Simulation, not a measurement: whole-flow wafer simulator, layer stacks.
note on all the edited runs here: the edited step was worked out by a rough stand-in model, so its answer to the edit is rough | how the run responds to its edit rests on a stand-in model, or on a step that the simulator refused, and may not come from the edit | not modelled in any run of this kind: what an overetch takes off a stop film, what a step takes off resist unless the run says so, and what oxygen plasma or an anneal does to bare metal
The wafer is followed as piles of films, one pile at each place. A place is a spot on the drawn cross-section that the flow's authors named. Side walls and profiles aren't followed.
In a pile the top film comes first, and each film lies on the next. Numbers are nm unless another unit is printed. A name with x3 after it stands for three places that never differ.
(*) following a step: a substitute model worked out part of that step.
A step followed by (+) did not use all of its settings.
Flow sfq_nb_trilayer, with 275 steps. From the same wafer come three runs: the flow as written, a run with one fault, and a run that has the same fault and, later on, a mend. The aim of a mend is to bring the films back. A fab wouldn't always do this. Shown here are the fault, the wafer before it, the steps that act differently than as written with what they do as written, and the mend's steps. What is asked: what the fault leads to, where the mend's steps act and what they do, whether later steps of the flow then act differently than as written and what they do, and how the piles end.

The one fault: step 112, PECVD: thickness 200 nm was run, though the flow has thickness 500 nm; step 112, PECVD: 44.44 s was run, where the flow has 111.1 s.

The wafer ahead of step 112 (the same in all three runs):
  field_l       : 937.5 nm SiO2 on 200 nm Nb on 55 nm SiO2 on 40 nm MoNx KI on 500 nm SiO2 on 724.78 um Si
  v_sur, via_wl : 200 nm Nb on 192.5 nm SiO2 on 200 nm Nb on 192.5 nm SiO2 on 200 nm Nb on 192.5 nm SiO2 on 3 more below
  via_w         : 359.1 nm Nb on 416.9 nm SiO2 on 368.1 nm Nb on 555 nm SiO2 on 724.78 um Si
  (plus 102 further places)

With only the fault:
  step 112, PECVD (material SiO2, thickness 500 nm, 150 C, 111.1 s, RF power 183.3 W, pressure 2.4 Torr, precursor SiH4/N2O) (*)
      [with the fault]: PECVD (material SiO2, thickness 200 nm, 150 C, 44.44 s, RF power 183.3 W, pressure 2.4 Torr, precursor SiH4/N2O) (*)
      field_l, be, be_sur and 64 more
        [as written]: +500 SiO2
        [with the fault]: +200 SiO2
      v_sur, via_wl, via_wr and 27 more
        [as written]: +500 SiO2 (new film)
        [with the fault]: +200 SiO2 (new film)
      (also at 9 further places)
  Steps further on in the flow that do not act as written (21 other steps are not shown; they differ only slightly, by no more than 2% or 0.5 nm, whichever is larger):
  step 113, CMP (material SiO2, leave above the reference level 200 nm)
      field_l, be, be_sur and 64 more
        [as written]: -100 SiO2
        [with the fault]: nothing
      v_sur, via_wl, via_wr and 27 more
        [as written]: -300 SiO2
        [with the fault]: nothing
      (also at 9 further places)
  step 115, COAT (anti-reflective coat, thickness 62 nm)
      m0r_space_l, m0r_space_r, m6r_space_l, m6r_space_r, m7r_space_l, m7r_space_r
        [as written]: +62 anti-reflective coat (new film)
        [with the fault]: +81.5 anti-reflective coat (new film)
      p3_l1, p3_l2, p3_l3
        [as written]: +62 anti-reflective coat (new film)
        [with the fault]: +41.3 anti-reflective coat (new film)
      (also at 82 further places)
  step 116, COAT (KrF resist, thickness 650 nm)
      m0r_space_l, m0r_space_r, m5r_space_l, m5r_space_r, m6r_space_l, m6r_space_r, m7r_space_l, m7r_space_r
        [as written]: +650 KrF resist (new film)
        [with the fault]: +677.3 KrF resist (new film)
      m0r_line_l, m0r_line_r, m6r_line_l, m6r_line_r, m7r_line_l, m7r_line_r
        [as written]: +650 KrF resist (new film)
        [with the fault]: +687.3 KrF resist (new film)
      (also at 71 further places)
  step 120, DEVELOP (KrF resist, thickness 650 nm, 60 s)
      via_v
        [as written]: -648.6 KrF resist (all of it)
        [with the fault]: -576.6 KrF resist (all of it)
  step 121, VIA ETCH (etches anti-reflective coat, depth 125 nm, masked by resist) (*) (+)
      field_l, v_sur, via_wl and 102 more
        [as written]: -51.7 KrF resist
        [with the fault]: -38.3 KrF resist
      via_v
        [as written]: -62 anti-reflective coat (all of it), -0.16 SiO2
        [with the fault]: -46 anti-reflective coat (all of it), -0.11 SiO2
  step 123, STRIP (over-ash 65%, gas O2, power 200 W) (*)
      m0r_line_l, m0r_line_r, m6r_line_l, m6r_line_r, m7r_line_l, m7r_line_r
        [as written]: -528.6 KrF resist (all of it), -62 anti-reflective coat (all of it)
        [with the fault]: -579.2 KrF resist (all of it), -61.5 anti-reflective coat (all of it)
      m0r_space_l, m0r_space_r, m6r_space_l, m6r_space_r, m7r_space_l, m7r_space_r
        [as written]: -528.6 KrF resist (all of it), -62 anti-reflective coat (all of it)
        [with the fault]: -569.2 KrF resist (all of it), -81.5 anti-reflective coat (all of it)
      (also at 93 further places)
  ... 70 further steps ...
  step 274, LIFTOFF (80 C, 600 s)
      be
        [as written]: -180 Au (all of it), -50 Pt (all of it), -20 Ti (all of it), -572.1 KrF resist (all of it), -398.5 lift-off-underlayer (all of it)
        [with the fault]: -180 Au (all of it), -50 Pt (all of it), -20 Ti (all of it), -613.3 KrF resist (all of it), -714.3 lift-off-underlayer (all of it)
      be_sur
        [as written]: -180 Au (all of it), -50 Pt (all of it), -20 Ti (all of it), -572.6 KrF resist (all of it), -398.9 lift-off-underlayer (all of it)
        [with the fault]: -180 Au (all of it), -50 Pt (all of it), -20 Ti (all of it), -587.1 KrF resist (all of it), -366.6 lift-off-underlayer (all of it)
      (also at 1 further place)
  By the end, the piles at via_w, be, be_sur and 46 more depart from the flow's by more than 2% or 0.5 nm, whichever is larger.
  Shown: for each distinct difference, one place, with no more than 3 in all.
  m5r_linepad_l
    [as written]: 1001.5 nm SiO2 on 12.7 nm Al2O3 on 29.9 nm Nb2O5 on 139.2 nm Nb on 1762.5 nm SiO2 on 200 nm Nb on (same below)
    [with the fault]: 1082.3 nm SiO2 on 12.7 nm Al2O3 on 29.9 nm Nb2O5 on 139.2 nm Nb on 492.5 nm SiO2 on 19.2 nm Nb on 1170 nm SiO2 on 200 nm Nb on (same below)
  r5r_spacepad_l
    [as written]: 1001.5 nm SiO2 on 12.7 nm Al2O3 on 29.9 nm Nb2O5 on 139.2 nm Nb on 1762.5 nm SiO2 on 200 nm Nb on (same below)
    [with the fault]: 1082.2 nm SiO2 on 12.7 nm Al2O3 on 29.9 nm Nb2O5 on 139.2 nm Nb on 492.5 nm SiO2 on 19.3 nm Nb on 1170 nm SiO2 on 200 nm Nb on (same below)
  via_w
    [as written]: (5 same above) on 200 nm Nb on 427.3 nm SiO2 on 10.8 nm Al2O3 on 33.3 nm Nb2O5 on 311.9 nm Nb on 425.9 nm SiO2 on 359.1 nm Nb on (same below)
    [with the fault]: (5 same above) on 200 nm Nb on 495.5 nm SiO2 on 10.1 nm Al2O3 on 34.6 nm Nb2O5 on 110.8 nm Nb on 239.5 nm SiO2 on 152.7 nm Nb on 166.1 nm SiO2 on 359.1 nm Nb on (same below)

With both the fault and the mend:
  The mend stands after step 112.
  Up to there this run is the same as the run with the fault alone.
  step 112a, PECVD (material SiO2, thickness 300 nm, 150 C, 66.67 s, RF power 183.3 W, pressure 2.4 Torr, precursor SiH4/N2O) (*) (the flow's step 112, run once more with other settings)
      field_l, v_sur, via_wl and 94 more
        +300 SiO2
      p4_g1, p4_g2, p3_s0, p3_s1, p3_s2, p3_s3, p3_s4, p3_s5
        +357.1 SiO2
      via_w
        +416.9 SiO2
  Steps further on in the flow that do not act as written:
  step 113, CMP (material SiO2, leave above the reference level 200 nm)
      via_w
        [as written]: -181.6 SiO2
        [with the mend]: -157.1 SiO2
  At every place that both follow, the piles at the end match the flow's.
